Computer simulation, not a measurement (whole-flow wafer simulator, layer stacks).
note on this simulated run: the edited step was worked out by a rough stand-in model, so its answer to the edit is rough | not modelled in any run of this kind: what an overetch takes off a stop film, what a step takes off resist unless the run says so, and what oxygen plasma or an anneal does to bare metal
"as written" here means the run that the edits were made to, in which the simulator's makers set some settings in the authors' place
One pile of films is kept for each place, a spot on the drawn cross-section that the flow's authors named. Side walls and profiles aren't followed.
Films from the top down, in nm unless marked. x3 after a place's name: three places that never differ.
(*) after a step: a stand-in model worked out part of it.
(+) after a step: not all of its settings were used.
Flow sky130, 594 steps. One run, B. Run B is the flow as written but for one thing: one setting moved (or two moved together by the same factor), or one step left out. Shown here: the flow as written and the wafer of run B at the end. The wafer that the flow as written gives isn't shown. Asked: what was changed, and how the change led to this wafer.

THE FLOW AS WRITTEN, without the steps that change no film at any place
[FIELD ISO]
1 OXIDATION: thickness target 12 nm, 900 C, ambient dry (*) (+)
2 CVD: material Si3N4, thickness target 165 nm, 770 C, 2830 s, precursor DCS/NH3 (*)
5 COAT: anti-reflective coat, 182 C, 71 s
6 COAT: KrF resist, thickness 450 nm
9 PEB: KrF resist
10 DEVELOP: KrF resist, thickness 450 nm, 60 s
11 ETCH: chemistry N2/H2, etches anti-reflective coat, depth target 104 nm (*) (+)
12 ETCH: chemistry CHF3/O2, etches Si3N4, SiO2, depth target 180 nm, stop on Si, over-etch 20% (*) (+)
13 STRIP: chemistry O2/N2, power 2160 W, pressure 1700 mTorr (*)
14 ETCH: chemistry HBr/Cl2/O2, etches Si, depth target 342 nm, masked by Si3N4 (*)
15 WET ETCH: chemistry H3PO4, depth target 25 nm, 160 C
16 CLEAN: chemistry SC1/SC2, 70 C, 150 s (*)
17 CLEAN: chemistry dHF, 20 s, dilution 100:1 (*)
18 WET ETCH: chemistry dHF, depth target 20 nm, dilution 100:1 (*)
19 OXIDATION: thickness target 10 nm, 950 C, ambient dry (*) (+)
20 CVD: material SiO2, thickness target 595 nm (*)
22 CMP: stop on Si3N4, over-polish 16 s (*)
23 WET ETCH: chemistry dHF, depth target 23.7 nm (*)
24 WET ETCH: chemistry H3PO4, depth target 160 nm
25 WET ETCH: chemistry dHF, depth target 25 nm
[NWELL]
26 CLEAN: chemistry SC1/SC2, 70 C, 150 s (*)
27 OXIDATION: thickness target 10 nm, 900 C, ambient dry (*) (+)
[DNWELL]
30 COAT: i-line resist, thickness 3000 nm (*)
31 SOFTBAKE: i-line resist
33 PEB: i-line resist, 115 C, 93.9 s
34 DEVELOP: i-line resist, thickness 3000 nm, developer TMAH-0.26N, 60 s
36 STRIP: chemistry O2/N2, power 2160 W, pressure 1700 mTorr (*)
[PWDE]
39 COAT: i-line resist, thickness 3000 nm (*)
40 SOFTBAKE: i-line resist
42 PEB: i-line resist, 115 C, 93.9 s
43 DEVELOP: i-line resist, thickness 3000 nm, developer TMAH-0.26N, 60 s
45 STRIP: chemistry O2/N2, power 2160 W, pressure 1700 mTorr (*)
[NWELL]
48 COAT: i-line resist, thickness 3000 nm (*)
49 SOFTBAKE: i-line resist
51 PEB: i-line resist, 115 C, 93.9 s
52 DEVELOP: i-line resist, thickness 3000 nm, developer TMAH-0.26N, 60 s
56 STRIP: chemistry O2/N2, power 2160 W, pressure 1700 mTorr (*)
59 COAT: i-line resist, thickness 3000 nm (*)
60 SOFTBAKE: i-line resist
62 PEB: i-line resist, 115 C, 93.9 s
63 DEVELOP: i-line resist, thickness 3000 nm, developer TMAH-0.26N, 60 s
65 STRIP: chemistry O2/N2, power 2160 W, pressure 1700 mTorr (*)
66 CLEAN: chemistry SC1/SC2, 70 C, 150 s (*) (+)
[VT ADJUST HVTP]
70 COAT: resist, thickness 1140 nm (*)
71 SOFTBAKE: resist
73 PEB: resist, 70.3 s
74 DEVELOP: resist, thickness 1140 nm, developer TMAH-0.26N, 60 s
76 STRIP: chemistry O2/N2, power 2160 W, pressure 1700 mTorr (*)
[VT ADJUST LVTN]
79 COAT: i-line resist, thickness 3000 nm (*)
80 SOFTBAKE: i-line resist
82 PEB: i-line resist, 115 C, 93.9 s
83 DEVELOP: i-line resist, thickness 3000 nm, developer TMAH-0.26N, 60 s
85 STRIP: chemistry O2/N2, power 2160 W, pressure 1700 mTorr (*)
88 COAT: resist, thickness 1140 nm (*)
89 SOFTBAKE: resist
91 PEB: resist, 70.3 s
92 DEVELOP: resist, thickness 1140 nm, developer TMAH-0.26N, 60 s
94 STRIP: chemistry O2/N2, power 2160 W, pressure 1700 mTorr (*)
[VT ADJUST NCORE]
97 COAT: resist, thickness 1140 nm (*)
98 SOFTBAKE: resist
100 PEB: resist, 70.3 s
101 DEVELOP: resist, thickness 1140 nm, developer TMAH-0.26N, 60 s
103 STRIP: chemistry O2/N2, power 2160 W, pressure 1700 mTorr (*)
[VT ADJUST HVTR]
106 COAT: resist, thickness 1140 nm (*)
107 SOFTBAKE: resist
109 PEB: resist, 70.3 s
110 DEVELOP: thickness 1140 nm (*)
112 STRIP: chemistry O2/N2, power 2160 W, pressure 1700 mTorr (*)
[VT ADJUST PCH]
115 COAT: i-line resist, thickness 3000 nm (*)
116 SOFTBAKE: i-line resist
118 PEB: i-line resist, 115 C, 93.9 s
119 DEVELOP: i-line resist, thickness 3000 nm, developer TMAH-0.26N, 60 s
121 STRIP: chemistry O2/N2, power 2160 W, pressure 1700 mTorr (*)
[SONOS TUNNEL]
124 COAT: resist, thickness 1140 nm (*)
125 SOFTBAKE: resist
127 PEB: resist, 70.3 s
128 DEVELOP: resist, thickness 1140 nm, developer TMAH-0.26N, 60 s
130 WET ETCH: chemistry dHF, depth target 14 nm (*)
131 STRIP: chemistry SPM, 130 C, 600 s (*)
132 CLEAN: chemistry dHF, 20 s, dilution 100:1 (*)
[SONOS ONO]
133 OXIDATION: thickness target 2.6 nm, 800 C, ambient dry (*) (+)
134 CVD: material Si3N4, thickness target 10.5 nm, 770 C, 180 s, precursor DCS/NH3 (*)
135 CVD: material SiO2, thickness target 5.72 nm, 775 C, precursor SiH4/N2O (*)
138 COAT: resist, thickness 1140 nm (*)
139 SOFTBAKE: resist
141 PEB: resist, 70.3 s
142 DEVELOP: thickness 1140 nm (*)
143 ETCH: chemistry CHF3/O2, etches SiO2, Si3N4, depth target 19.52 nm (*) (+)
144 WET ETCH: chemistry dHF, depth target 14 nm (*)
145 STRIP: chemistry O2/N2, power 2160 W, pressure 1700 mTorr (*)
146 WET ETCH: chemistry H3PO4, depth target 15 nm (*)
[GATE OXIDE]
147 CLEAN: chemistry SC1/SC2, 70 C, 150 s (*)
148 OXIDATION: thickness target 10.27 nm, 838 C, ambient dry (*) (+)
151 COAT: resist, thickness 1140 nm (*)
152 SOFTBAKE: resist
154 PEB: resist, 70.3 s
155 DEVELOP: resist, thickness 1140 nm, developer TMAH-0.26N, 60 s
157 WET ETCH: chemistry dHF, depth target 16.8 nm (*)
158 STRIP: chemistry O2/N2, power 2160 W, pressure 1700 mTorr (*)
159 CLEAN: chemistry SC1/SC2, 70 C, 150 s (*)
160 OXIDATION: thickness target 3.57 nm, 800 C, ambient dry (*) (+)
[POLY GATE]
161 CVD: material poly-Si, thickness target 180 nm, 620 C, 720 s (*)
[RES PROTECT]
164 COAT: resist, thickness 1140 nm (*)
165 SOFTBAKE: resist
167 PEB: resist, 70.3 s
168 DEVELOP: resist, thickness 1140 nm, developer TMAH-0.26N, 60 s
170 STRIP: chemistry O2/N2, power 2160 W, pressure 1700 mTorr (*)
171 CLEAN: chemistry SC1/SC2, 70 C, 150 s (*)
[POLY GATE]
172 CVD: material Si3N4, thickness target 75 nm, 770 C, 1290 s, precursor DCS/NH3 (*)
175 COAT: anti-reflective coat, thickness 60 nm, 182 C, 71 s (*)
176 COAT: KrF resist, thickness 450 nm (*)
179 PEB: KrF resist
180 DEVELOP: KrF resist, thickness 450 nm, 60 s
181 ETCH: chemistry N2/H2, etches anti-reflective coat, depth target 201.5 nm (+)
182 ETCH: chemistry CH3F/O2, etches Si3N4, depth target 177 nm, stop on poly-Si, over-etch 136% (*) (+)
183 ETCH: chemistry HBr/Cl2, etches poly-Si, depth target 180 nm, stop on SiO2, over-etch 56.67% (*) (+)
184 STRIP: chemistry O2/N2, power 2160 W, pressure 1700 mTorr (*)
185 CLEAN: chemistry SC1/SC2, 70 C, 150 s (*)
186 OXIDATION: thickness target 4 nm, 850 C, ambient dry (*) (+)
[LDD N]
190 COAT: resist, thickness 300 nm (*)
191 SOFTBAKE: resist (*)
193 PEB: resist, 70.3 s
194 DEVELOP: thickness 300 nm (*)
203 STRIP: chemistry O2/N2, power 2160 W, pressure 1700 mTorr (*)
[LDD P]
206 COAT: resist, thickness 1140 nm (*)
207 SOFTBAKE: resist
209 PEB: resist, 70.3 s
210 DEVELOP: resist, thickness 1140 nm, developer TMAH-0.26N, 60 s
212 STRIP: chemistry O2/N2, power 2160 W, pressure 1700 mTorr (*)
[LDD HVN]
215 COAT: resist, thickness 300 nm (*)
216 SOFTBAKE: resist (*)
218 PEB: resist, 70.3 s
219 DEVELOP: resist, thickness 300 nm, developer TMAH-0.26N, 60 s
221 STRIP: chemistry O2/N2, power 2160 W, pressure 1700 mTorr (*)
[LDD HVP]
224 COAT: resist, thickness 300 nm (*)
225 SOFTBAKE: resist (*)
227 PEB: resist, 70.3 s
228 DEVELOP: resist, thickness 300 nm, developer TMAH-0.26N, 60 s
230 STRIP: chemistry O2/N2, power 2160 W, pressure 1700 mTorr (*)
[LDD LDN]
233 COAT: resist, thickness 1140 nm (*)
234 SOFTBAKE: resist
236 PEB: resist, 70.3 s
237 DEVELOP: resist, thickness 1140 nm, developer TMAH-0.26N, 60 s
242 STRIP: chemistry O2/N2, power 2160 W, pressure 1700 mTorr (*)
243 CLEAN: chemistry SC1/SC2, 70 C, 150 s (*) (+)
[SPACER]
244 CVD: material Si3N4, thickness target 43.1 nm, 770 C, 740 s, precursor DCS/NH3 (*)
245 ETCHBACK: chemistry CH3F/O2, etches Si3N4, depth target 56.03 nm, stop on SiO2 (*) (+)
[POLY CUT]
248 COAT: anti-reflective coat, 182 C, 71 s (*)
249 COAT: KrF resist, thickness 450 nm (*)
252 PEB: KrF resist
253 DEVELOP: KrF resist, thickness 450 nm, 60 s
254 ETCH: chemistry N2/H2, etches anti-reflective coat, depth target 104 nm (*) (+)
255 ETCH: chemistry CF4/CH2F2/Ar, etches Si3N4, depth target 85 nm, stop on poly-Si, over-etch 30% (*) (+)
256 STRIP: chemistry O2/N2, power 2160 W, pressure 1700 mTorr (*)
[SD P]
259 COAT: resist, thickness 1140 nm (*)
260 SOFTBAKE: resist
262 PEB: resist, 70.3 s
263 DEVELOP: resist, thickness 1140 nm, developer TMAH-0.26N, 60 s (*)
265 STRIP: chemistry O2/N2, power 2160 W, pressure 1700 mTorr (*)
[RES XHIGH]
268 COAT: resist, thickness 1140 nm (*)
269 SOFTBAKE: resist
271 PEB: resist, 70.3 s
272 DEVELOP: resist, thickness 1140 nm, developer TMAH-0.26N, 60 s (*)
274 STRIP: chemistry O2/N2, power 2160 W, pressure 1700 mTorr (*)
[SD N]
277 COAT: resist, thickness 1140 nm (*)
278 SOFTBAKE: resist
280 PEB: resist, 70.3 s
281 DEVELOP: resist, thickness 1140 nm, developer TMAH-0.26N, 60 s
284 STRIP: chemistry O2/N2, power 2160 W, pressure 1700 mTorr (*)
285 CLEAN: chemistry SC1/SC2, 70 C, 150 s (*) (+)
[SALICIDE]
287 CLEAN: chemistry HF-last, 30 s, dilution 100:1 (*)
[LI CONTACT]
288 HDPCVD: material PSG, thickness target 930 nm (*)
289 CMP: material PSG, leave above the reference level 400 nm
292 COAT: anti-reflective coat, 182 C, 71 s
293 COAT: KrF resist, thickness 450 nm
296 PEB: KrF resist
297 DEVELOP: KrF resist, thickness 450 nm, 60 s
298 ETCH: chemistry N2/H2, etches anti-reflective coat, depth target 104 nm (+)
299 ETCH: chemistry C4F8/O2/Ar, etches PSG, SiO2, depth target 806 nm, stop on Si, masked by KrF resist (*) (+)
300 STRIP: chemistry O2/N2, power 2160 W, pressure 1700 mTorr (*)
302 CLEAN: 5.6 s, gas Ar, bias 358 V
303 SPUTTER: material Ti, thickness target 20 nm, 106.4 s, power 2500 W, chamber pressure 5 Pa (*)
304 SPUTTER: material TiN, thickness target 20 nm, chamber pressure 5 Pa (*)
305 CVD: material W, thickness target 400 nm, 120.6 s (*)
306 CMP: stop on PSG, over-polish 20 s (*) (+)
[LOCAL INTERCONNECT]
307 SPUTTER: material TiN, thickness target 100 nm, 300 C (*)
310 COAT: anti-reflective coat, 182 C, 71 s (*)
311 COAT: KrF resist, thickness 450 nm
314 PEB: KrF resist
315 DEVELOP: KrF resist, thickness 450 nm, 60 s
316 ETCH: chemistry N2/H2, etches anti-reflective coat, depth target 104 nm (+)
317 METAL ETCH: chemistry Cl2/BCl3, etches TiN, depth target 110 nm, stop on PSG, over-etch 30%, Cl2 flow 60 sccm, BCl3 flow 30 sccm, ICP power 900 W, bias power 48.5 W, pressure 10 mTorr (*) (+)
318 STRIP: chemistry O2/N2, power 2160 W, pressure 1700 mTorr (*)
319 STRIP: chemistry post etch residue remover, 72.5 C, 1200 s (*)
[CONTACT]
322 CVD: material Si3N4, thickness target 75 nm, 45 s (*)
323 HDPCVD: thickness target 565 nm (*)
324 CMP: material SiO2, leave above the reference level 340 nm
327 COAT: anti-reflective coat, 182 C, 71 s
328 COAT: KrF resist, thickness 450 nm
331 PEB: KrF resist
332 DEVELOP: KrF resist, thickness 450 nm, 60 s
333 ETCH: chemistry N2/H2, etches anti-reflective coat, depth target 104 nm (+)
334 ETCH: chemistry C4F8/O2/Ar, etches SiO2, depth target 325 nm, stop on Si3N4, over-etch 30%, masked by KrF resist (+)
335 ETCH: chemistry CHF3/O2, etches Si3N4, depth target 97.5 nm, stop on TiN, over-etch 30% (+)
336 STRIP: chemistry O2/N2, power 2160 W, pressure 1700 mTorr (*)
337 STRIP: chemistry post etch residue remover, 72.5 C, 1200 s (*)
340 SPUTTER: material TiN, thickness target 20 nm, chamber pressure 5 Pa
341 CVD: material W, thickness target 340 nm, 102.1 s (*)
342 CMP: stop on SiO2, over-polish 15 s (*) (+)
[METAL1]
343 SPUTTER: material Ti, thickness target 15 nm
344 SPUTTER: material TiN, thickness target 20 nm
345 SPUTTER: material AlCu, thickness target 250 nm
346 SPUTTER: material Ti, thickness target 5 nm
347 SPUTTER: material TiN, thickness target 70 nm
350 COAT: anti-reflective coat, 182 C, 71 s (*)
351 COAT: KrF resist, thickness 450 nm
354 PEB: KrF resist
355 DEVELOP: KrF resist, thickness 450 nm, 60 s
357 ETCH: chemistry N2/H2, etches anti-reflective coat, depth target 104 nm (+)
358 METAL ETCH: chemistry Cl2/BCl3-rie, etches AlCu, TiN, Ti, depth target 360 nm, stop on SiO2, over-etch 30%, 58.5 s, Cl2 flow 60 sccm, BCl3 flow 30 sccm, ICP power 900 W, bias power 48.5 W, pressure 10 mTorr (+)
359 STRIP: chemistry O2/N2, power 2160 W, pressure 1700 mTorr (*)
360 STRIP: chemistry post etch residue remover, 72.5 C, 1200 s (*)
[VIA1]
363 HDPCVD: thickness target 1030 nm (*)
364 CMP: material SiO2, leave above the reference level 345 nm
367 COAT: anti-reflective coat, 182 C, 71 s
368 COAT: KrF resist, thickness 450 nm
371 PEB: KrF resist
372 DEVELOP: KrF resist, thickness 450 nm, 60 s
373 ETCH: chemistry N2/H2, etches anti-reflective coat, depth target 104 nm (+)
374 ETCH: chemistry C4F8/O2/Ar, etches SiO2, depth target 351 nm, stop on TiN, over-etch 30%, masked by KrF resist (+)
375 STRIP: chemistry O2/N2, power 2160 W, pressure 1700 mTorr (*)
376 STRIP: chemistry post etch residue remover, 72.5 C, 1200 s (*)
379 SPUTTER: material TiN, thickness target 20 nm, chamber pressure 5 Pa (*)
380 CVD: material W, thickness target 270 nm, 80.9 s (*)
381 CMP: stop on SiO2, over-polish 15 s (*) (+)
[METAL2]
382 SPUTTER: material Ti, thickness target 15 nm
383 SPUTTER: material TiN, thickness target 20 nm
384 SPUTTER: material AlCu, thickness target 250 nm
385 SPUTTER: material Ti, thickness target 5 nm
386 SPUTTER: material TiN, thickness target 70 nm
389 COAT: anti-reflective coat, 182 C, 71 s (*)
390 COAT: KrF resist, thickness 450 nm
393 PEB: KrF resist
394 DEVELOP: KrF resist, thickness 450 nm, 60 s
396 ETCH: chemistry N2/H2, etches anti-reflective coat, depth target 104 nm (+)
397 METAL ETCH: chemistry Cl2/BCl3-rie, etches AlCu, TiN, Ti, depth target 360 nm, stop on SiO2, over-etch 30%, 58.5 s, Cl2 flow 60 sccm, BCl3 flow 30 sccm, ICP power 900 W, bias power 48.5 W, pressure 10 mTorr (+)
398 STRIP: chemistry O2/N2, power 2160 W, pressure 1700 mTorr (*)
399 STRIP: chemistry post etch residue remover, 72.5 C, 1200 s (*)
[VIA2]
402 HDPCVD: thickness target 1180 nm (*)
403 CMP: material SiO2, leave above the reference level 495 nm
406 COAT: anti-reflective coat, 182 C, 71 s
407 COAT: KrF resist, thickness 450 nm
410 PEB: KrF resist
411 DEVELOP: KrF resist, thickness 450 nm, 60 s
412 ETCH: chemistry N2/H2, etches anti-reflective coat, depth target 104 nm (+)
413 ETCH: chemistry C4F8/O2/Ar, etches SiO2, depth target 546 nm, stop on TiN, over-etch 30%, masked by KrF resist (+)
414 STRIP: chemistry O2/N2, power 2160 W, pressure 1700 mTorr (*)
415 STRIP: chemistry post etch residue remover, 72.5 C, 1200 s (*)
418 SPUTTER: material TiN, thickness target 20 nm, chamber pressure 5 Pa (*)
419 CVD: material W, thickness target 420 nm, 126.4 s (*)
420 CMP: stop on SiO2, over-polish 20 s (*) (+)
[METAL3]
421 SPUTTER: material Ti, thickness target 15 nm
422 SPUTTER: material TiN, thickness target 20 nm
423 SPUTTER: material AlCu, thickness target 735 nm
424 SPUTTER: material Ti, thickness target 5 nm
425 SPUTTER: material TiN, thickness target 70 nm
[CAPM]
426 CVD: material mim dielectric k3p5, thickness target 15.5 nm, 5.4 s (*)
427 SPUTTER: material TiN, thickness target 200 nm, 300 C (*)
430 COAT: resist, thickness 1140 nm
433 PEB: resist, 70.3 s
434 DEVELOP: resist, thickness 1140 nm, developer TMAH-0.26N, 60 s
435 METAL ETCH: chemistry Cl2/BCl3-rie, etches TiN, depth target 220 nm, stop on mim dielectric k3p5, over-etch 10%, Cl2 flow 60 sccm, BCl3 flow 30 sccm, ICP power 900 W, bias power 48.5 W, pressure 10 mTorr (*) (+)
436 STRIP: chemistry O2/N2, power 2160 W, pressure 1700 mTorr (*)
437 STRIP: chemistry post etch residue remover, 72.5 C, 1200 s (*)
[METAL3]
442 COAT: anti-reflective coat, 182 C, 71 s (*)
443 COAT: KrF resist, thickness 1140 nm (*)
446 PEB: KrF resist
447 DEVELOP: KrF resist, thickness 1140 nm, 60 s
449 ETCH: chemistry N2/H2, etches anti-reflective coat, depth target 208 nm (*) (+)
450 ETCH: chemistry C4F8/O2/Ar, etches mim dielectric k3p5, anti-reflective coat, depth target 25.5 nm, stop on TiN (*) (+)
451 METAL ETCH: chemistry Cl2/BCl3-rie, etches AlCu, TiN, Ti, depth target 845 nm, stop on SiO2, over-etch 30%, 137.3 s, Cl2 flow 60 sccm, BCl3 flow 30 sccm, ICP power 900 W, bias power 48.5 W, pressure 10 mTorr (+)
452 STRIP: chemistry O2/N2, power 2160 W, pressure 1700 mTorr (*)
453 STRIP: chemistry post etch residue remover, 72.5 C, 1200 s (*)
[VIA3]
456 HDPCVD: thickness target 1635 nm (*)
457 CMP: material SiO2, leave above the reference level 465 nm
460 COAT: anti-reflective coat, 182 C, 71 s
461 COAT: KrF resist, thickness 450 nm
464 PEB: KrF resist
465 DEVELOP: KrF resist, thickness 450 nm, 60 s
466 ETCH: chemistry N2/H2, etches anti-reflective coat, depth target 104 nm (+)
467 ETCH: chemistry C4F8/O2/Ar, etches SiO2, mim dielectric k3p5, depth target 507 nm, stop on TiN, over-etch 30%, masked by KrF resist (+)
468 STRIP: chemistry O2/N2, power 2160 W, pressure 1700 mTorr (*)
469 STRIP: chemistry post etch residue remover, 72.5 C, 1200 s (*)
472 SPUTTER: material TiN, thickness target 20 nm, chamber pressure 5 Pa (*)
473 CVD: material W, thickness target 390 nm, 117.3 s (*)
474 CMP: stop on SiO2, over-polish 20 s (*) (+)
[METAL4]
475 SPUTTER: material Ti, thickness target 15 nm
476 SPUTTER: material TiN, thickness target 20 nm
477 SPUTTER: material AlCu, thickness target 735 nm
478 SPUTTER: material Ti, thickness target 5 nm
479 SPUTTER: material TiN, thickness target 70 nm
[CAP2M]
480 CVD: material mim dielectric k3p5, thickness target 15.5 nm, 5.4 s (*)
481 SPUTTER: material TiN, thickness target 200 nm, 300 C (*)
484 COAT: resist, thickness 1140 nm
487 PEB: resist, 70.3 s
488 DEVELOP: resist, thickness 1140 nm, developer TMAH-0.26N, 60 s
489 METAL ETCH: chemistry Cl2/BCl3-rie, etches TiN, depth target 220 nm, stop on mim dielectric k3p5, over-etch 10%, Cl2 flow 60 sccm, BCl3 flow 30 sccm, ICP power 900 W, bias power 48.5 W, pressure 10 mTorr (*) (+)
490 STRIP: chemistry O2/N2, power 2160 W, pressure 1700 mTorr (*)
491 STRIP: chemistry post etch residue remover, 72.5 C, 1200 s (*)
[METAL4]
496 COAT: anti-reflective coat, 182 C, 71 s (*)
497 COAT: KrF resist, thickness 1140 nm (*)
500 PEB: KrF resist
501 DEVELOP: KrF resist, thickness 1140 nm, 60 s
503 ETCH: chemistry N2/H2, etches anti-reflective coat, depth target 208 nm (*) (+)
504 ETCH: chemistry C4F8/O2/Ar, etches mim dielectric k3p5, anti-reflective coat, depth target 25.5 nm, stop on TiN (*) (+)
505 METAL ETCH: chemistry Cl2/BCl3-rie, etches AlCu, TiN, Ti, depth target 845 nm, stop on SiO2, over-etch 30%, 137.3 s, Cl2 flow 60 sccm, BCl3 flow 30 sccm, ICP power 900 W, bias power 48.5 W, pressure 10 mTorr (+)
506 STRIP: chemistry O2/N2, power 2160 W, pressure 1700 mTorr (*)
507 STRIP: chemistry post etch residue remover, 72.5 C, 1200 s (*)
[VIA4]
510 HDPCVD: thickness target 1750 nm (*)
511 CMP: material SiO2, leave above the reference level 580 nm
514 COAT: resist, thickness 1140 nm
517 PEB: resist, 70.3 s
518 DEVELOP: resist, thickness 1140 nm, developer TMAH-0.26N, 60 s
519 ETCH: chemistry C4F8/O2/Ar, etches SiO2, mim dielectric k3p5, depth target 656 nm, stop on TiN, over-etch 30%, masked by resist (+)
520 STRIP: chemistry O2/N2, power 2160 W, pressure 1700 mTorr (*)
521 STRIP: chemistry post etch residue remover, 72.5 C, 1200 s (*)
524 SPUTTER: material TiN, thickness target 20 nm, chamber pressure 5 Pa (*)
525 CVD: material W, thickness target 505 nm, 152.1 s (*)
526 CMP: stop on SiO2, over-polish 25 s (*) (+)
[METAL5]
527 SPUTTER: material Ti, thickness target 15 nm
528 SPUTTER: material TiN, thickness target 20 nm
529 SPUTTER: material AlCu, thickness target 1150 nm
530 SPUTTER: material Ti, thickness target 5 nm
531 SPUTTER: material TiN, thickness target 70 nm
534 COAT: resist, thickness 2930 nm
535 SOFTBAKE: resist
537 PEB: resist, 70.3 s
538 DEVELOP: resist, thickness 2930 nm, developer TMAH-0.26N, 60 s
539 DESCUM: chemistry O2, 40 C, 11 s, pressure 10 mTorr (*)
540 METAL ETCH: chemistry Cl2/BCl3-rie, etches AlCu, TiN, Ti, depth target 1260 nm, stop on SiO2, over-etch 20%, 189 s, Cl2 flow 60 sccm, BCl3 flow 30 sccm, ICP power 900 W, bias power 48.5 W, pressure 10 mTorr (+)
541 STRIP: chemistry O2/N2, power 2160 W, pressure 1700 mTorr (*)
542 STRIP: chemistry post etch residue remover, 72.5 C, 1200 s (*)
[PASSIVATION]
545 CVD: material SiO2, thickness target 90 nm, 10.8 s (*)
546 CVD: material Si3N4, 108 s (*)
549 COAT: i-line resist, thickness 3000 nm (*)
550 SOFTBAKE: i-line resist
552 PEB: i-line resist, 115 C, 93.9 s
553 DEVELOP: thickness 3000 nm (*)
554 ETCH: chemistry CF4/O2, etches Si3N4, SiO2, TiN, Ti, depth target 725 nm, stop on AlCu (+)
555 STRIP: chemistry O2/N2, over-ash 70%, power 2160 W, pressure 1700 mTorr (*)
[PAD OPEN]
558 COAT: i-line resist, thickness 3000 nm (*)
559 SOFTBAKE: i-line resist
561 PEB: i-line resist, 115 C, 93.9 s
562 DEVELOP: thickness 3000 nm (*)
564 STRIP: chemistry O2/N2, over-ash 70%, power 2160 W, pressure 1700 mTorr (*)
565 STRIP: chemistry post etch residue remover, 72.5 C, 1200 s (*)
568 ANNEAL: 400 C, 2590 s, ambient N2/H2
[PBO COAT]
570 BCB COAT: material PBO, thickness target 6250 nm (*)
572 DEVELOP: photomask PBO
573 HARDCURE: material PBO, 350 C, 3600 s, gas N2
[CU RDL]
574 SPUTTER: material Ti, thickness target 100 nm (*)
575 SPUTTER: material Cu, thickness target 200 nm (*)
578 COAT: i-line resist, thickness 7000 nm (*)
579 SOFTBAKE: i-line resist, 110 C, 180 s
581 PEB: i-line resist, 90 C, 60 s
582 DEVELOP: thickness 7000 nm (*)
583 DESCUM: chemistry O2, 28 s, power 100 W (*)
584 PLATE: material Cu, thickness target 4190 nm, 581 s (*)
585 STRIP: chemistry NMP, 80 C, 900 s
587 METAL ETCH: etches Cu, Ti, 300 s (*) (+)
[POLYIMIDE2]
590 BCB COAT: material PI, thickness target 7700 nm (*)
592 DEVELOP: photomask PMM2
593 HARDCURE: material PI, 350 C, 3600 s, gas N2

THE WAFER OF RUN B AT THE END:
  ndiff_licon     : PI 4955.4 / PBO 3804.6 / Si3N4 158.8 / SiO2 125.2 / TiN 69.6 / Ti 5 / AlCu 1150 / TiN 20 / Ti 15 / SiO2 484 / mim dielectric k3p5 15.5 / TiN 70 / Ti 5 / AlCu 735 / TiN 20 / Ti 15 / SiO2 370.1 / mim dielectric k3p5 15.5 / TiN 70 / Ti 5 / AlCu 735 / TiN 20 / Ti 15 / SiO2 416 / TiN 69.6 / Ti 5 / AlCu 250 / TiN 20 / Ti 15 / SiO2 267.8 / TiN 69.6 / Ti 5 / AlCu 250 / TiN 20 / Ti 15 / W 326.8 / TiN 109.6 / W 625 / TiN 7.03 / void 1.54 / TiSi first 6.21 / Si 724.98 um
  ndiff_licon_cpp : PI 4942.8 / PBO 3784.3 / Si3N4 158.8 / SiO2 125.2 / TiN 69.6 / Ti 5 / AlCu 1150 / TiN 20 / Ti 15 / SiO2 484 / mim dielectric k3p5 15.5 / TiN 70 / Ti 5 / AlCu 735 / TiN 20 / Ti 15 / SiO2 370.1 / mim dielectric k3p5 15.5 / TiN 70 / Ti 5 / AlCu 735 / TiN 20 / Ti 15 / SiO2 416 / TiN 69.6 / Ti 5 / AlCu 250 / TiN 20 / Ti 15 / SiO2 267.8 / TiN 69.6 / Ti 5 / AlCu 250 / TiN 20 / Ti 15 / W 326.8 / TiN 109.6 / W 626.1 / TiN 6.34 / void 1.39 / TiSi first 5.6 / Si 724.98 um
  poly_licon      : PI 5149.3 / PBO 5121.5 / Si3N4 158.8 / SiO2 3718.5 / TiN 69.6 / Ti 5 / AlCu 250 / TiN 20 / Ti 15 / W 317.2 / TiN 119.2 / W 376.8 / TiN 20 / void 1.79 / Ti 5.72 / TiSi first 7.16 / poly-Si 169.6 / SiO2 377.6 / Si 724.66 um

The cause: step 303, SPUTTER: 53.19 s was run, where the flow has 106.4 s.

How the change led to this, step by step:
  303 SPUTTER: material Ti, thickness target 20 nm, 106.4 s, power 2500 W, chamber pressure 5 Pa (*)
      field, active, n_well and 185 more: Ti +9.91 (new film) (as written it would be: Ti +20 (new film))
      ndiff_licon: Ti +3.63 (new film) (as written it would be: Ti +7.24 (new film))
      (and at 2 more places)
  306 CMP: stop on PSG, over-polish 20 s (*) (+)
      field, active, n_well and 184 more: W -400 (all of it), TiN -20 (all of it), Ti -9.91 (all of it), PSG -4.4 (as written it would be: W -400 (all of it), TiN -20 (all of it), Ti -20 (all of it), PSG -4.4)
      ndiff_licon, ndiff_licon_cpp, rpo_hd_licon: W -434.8 (as written it would be: W -444.9)
      (and at 1 more place)
  568 ANNEAL: 400 C, 2590 s, ambient N2/H2
      ndiff_licon: under 37 films: void +1.54 (new film), TiSi first +6.21 (new film), Ti -3.63 (all of it), Si -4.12 (as written it would be: under 37 films: void +1.63 (new film), Ti -3.85, TiSi first +6.58 (new film), Si -4.36)
      ndiff_licon_cpp: under 37 films: void +1.39 (new film), TiSi first +5.6 (new film), Ti -3.28 (all of it), Si -3.72 (as written it would be: under 37 films: void +1.63 (new film), Ti -3.85, TiSi first +6.58 (new film), Si -4.36)
Counting metal films that touch as one body, ndiff_licon has 5 bodies (between them, from the top down: SiO2 484 / mim dielectric k3p5 15.5; SiO2 370.1 / mim dielectric k3p5 15.5; SiO2 416; SiO2 267.8); the flow as written gives 6 bodies (between them, from the top down: SiO2 484 / mim dielectric k3p5 15.5; SiO2 370.1 / mim dielectric k3p5 15.5; SiO2 416; SiO2 267.8; void 1.78).
Counting metal films that touch as one body, ndiff_licon_cpp has 5 bodies (between them, from the top down: SiO2 484 / mim dielectric k3p5 15.5; SiO2 370.1 / mim dielectric k3p5 15.5; SiO2 416; SiO2 267.8); the flow as written gives 6 bodies (between them, from the top down: SiO2 484 / mim dielectric k3p5 15.5; SiO2 370.1 / mim dielectric k3p5 15.5; SiO2 416; SiO2 267.8; void 1.78).
